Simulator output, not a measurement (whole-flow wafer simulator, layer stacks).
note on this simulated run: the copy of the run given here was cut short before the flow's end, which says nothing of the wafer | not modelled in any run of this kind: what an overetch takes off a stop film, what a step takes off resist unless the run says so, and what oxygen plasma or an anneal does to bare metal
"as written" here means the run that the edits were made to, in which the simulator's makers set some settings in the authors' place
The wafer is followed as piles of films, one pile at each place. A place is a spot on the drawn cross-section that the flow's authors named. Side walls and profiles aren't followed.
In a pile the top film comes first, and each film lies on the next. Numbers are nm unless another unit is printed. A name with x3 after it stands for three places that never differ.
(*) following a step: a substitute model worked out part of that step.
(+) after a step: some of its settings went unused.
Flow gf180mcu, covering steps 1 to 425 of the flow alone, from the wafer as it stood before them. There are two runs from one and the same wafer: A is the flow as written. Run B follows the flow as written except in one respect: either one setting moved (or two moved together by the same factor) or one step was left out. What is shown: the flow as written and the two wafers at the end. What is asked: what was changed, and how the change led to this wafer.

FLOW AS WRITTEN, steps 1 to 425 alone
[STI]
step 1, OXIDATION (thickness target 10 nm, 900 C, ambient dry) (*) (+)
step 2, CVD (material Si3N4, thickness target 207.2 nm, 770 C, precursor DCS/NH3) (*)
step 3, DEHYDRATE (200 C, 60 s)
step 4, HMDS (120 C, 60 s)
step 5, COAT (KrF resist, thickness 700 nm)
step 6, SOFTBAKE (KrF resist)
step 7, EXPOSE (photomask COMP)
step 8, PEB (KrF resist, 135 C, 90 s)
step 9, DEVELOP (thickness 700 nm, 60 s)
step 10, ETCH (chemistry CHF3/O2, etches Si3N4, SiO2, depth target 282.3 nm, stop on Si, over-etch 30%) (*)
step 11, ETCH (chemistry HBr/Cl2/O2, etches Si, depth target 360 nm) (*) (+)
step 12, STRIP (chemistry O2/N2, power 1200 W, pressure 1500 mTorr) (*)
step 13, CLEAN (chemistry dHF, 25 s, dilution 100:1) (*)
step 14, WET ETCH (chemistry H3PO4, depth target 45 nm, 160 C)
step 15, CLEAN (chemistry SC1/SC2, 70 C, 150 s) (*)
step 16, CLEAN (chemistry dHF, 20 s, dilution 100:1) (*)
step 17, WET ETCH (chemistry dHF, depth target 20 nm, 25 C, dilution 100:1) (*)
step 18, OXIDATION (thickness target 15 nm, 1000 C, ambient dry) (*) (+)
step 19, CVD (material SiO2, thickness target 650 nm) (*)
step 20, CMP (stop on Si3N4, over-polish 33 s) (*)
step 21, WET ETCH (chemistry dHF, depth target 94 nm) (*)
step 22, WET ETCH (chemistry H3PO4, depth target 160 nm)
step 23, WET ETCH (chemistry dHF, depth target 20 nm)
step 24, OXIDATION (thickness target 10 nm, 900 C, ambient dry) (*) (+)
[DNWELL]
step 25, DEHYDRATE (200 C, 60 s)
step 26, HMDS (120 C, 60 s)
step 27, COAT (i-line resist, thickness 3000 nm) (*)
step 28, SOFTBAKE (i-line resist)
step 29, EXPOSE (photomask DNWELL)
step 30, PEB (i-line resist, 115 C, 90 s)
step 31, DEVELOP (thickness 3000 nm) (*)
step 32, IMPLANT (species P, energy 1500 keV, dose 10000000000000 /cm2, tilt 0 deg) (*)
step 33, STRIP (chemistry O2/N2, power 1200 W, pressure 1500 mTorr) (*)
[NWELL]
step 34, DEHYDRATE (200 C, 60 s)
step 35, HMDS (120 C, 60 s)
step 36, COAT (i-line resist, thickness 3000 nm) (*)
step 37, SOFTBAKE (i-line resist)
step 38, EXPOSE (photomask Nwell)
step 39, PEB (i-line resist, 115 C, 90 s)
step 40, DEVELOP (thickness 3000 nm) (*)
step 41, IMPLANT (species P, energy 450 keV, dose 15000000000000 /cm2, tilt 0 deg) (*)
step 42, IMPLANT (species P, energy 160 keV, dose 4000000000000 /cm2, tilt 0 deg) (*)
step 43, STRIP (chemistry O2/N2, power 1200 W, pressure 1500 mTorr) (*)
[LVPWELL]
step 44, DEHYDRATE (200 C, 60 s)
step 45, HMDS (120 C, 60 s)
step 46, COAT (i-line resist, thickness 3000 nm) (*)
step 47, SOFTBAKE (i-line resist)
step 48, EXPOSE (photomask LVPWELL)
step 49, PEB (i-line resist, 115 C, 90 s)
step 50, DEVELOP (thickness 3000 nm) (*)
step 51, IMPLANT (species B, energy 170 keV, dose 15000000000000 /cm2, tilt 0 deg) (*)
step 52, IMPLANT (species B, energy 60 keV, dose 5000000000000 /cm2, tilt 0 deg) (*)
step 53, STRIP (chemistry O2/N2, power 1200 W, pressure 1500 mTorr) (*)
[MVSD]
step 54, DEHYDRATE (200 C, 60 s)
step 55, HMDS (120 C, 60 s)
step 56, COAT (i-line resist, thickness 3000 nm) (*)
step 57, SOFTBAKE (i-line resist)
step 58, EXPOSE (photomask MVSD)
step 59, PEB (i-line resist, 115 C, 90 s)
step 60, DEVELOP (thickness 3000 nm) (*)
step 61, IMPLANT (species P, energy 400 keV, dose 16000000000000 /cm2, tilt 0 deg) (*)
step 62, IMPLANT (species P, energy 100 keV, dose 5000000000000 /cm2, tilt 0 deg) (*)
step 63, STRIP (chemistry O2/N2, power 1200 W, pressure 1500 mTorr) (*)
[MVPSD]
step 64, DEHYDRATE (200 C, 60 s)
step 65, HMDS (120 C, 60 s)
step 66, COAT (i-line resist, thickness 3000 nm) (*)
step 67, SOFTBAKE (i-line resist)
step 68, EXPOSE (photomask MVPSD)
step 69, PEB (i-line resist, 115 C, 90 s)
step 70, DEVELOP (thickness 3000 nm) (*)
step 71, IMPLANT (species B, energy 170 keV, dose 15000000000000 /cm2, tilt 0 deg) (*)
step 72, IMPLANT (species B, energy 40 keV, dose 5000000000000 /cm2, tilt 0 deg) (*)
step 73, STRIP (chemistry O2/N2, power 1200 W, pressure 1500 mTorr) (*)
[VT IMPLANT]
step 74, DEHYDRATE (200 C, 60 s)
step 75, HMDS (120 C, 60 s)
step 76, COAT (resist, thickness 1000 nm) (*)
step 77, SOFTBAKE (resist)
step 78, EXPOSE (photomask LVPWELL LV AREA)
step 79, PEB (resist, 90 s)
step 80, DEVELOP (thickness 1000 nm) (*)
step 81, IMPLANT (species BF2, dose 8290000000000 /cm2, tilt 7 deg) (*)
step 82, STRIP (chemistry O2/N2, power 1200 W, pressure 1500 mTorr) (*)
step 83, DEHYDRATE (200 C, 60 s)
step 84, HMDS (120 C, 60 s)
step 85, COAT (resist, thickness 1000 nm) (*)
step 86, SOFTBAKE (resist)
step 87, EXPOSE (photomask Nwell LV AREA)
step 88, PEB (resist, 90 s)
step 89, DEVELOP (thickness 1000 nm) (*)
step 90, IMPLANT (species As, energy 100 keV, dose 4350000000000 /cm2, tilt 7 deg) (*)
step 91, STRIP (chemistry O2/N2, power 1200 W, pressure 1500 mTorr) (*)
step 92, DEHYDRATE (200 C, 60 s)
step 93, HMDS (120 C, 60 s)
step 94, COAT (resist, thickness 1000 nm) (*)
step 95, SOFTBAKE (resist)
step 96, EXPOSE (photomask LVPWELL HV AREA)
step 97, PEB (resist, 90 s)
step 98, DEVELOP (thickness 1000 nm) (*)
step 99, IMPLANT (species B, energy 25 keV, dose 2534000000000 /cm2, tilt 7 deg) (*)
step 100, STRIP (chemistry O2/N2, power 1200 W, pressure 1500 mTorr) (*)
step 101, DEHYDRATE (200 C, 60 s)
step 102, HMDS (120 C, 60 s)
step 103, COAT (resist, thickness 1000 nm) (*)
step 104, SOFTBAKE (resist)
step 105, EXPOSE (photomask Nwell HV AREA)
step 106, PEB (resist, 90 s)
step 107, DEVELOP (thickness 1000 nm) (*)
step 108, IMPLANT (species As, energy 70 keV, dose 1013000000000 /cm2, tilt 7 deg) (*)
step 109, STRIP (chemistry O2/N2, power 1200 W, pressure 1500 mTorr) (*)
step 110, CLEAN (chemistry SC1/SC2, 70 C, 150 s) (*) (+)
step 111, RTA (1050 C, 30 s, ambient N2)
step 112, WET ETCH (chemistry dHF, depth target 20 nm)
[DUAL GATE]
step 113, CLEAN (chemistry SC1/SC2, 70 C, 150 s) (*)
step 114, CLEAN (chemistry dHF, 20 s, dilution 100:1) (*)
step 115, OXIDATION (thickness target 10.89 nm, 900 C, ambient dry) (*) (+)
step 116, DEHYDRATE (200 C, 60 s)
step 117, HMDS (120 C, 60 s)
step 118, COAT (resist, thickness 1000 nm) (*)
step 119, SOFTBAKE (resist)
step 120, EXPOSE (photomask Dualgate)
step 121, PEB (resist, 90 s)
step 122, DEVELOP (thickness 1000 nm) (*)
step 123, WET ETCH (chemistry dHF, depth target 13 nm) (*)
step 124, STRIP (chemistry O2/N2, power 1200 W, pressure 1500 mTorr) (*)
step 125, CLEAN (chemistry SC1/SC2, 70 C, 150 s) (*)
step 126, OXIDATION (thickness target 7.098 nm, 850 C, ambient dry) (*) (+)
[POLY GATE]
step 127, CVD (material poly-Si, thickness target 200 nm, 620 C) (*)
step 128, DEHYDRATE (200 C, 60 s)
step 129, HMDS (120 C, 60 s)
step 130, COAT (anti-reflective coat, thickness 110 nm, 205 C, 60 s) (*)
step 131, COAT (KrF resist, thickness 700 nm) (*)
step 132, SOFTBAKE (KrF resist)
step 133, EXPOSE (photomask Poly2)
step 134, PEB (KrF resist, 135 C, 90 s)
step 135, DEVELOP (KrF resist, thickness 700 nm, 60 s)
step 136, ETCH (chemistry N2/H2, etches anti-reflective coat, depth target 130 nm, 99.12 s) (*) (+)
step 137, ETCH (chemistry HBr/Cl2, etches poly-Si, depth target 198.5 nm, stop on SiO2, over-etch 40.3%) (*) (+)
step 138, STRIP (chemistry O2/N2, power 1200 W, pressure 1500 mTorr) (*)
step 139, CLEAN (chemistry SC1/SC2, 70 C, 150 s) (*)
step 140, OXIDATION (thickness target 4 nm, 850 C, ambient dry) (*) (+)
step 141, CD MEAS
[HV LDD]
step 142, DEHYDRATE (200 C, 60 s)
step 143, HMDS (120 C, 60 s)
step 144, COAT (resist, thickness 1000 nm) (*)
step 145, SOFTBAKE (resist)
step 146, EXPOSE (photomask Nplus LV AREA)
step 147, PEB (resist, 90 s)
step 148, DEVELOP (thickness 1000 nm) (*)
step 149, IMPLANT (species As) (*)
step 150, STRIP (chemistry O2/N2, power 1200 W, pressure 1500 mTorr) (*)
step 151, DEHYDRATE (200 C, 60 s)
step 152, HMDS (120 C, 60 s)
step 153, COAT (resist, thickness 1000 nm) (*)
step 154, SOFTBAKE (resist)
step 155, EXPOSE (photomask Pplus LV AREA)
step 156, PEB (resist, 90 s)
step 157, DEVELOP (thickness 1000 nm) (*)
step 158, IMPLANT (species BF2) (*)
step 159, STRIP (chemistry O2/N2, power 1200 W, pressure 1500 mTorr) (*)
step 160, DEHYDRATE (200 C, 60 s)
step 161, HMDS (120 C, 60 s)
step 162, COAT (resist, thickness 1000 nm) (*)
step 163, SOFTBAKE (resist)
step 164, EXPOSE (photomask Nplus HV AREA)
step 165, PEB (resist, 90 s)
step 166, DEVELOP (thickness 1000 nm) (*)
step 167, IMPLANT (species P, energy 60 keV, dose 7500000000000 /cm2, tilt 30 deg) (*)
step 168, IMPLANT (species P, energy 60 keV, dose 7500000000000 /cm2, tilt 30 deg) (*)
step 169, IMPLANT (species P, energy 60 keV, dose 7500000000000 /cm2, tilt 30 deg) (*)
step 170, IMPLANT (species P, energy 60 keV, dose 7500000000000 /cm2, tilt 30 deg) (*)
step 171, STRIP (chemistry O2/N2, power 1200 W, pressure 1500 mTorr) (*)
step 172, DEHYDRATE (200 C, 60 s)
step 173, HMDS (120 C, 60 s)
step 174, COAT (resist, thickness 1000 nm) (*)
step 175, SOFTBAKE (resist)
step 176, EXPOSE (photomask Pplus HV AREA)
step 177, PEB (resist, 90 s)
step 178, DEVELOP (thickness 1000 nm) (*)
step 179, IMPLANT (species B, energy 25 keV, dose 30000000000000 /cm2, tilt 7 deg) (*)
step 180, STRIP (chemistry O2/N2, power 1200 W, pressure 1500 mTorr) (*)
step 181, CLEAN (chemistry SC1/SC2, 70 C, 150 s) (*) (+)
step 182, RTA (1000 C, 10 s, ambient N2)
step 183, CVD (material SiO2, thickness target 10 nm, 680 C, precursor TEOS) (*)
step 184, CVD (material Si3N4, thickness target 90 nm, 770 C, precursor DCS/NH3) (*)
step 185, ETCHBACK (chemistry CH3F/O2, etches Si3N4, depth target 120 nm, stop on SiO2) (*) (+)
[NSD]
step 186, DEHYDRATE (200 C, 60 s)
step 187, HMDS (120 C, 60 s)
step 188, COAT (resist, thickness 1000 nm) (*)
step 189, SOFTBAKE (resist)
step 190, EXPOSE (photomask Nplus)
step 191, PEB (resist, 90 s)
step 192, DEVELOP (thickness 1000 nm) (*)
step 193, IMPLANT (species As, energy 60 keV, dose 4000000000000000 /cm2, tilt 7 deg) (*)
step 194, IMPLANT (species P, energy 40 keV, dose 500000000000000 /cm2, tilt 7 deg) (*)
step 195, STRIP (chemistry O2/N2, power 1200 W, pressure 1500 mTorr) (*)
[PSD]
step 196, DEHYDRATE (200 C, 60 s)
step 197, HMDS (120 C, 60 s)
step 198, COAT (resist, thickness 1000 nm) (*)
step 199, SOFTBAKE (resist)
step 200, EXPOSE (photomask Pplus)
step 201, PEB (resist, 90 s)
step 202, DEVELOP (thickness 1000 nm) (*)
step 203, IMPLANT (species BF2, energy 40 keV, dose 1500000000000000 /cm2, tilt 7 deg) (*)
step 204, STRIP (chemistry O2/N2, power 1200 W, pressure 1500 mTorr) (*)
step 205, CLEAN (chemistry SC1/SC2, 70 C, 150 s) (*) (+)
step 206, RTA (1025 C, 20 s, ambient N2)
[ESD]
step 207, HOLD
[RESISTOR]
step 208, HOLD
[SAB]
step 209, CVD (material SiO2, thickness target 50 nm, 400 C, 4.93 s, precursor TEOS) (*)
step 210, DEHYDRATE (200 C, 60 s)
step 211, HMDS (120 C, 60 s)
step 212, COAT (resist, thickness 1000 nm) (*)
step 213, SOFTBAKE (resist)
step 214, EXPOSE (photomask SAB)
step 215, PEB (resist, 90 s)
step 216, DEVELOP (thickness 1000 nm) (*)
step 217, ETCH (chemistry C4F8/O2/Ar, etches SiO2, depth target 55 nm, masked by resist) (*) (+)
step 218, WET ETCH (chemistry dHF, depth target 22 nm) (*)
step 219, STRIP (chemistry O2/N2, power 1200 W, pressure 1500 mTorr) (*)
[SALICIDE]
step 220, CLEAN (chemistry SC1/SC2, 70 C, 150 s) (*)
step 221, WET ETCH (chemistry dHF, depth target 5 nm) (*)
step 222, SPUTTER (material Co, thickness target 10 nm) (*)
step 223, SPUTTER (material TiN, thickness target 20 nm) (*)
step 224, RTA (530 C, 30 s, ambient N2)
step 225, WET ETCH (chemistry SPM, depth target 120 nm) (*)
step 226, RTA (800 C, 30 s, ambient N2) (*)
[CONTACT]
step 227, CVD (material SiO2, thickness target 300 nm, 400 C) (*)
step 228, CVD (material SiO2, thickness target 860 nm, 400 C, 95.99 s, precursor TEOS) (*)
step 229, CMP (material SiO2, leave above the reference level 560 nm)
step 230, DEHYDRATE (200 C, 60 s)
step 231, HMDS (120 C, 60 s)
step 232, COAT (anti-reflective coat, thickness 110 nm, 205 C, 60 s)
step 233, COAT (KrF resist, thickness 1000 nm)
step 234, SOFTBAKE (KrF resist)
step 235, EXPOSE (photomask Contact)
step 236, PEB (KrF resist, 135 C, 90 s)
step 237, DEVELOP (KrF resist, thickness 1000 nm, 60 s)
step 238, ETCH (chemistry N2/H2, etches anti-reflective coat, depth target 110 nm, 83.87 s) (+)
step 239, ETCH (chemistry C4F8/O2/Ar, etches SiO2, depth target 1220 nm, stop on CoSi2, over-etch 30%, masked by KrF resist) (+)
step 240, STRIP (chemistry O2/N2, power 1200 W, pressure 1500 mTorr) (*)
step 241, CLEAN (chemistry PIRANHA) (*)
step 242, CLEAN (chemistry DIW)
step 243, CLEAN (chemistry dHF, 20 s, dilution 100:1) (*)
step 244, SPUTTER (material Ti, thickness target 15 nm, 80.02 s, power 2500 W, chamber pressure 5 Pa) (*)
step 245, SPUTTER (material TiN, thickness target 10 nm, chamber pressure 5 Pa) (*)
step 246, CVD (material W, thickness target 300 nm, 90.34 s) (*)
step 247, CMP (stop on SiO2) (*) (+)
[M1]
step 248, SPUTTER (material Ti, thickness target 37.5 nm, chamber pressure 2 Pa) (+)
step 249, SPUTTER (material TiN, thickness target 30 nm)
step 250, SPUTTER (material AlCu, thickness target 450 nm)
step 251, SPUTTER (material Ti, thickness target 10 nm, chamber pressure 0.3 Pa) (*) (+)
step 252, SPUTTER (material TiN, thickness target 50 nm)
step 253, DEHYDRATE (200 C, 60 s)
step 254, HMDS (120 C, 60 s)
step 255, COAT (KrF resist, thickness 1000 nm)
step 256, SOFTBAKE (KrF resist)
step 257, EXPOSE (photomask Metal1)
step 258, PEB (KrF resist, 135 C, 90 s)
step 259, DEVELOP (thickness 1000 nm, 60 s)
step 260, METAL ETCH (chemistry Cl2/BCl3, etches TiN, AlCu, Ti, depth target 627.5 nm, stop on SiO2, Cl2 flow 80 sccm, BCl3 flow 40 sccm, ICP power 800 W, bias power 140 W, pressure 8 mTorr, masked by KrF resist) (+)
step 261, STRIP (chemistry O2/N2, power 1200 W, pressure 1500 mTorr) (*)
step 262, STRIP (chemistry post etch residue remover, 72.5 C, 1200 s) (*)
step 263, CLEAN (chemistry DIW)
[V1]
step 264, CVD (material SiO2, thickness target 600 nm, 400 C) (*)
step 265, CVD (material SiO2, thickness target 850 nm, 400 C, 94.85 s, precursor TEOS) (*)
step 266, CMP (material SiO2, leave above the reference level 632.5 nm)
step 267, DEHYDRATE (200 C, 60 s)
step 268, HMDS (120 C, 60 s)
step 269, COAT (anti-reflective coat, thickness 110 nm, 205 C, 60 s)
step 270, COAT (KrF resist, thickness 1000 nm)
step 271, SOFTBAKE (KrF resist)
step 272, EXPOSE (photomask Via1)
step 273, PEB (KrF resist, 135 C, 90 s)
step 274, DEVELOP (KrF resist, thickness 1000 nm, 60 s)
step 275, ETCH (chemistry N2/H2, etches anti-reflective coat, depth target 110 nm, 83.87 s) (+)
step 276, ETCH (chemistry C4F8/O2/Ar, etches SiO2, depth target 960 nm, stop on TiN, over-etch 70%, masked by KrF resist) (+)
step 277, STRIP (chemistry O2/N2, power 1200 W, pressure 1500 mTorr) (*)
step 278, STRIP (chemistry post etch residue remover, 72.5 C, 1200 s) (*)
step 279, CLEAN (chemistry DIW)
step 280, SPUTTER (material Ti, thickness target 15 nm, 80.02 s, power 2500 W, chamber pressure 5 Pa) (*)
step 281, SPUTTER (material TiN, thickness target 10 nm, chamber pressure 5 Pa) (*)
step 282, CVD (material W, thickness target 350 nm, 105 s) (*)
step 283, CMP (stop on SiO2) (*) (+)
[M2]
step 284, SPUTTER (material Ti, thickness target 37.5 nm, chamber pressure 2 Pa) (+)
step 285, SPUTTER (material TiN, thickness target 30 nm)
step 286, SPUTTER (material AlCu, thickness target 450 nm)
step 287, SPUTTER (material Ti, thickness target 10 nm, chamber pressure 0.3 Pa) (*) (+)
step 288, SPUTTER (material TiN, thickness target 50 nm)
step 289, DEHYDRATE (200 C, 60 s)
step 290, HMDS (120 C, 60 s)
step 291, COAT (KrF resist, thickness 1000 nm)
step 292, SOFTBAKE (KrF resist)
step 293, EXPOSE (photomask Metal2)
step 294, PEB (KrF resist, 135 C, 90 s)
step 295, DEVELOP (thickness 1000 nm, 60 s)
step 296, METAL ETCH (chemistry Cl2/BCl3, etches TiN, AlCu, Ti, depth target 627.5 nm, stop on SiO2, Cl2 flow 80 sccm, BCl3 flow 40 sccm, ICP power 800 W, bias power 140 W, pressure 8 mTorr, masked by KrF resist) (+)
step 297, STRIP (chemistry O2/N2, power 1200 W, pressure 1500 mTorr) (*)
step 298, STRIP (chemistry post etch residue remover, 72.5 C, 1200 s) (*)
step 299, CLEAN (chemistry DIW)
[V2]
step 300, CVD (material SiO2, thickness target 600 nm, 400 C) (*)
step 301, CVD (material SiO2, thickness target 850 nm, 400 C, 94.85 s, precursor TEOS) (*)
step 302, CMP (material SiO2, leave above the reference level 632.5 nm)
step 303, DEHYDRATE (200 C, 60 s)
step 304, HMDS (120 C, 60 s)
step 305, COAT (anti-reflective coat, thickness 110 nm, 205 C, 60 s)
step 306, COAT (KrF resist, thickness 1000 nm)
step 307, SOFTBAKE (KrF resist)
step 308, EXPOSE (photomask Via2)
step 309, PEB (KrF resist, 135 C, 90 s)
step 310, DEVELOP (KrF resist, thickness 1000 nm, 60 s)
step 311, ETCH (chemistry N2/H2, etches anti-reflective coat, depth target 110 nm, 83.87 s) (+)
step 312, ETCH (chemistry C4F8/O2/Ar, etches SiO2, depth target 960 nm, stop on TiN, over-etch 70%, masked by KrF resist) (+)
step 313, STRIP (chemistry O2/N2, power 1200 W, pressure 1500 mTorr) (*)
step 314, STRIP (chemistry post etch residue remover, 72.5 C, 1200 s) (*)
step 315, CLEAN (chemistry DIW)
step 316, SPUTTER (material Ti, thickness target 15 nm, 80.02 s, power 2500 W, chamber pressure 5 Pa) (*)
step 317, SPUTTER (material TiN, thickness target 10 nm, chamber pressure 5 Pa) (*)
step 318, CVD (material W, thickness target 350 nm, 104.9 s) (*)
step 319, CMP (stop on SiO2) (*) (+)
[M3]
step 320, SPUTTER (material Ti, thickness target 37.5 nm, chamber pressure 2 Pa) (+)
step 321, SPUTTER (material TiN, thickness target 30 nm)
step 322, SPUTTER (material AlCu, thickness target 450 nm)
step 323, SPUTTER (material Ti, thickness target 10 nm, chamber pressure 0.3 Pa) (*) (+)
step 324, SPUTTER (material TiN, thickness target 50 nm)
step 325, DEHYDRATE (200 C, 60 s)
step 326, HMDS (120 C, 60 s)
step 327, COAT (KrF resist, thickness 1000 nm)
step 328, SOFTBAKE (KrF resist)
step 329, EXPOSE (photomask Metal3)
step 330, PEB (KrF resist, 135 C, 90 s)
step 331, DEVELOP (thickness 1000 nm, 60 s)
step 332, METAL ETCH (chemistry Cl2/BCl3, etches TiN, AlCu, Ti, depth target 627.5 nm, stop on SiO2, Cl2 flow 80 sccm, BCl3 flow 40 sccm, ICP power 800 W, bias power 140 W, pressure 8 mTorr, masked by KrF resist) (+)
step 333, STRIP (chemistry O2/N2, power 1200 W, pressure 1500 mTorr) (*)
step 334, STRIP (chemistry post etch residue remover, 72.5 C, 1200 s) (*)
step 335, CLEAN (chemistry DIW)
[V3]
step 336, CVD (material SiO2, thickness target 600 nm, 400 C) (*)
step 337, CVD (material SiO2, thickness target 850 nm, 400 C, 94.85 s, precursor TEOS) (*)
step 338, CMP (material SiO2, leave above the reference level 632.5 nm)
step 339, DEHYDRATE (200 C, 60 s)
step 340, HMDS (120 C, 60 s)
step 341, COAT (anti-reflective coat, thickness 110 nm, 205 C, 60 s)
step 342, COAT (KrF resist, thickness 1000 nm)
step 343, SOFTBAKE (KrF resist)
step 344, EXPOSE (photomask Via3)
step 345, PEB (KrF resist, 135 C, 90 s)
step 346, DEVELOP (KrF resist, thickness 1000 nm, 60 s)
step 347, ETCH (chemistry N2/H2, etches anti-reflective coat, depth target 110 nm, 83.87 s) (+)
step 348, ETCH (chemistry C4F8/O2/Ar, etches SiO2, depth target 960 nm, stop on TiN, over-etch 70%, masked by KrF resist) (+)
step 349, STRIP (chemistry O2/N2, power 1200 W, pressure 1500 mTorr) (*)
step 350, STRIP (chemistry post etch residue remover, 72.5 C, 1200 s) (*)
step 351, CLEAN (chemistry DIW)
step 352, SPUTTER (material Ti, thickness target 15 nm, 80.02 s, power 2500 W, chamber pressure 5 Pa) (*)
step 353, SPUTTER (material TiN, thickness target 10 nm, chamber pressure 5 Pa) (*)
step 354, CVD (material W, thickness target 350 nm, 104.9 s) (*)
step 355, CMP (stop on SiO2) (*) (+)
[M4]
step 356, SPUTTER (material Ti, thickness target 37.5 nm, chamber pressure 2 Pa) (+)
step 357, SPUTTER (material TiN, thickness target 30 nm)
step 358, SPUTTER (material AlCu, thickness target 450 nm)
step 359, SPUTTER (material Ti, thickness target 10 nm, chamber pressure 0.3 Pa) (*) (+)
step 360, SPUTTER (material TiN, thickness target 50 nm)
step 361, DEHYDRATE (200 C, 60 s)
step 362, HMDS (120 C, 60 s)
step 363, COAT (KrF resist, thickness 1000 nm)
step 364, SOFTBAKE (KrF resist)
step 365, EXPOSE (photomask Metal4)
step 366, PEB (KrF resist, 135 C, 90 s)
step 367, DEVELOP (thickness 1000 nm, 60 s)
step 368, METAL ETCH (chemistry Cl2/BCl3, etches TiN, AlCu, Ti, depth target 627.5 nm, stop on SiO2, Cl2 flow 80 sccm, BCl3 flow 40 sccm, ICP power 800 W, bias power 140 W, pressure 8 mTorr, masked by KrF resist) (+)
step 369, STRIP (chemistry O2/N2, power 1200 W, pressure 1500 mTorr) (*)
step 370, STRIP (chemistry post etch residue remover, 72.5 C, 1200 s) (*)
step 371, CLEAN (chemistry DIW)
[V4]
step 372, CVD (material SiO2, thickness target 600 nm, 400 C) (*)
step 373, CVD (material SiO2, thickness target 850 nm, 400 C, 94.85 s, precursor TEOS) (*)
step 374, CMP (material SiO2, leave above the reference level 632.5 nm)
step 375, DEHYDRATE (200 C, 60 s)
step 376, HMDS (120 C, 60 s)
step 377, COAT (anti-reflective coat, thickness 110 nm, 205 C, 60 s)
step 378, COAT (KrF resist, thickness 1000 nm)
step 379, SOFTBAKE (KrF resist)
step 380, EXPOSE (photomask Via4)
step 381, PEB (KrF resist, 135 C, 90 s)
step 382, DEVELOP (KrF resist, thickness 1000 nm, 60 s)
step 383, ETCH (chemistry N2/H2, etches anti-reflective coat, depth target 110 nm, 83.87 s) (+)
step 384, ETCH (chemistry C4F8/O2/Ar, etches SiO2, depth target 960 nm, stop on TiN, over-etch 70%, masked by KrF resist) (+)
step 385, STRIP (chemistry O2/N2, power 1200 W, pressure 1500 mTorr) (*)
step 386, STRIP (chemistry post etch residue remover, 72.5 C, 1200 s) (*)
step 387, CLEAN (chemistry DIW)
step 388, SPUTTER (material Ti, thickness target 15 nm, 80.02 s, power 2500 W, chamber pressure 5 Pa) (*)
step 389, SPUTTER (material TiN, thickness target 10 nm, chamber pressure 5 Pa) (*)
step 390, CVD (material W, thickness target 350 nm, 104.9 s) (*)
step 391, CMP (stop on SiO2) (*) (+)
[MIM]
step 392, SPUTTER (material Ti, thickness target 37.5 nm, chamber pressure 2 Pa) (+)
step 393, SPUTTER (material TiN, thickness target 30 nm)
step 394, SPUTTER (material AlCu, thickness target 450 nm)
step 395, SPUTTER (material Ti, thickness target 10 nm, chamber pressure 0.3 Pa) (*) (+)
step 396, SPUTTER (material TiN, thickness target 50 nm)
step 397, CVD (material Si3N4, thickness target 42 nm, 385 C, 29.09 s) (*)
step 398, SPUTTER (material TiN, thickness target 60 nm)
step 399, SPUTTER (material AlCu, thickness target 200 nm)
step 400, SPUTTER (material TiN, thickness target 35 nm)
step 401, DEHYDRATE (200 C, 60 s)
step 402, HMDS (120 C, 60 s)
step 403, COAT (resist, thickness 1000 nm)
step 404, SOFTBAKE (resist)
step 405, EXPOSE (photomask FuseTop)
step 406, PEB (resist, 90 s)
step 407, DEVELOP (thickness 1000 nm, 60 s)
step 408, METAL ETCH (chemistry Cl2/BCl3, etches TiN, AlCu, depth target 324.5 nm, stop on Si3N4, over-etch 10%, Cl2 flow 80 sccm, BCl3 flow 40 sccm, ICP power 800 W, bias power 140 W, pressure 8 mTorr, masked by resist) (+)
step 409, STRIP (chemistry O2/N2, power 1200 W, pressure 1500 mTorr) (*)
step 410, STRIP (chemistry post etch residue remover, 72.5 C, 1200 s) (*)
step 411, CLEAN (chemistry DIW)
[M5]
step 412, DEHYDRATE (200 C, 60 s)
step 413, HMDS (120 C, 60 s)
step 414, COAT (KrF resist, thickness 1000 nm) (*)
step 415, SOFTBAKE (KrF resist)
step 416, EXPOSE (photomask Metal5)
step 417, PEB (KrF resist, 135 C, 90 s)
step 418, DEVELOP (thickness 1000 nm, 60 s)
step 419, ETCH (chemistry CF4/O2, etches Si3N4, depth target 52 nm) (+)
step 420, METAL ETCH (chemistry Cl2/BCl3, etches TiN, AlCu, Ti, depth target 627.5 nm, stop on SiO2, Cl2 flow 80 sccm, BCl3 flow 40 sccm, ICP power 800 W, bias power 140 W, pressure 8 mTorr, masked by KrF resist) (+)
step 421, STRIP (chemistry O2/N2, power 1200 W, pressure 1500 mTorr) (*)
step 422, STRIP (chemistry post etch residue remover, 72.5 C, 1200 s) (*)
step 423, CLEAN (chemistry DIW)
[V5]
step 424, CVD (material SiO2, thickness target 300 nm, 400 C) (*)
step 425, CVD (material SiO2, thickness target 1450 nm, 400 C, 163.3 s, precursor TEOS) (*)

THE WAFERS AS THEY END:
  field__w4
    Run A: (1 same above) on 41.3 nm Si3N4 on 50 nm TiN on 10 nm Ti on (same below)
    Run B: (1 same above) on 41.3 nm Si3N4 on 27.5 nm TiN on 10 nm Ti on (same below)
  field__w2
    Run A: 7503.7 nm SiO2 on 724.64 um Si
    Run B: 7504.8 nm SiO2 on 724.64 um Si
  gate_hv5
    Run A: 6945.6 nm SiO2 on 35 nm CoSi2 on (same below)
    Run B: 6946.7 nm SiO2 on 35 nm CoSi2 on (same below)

The reason: step 396, SPUTTER: thickness target 27.5 nm was run, while the flow as written has thickness target 50 nm.
The wafer itself shows it: field__w4 has TiN 27.5, and step 396 as written asks for 50 nm.

How this came from the change, step by step:
  step 396, SPUTTER (material TiN, thickness target 50 nm)
      field, field__w1, field__w2 and 108 more: A +50 TiN (new film) | B +27.5 TiN (new film)
  step 420, METAL ETCH (chemistry Cl2/BCl3, etches TiN, AlCu, Ti, depth target 627.5 nm, stop on SiO2, Cl2 flow 80 sccm, BCl3 flow 40 sccm, ICP power 800 W, bias power 140 W, pressure 8 mTorr, masked by KrF resist) (+)
      field, field__w1, field__w2 and 101 more: A -48.6 TiN (all of it), -10 Ti (all of it), -450 AlCu (all of it), -30 TiN (all of it), -37.5 Ti (all of it) | B -26.1 TiN (all of it), -10 Ti (all of it), -450 AlCu (all of it), -30 TiN (all of it), -37.5 Ti (all of it)
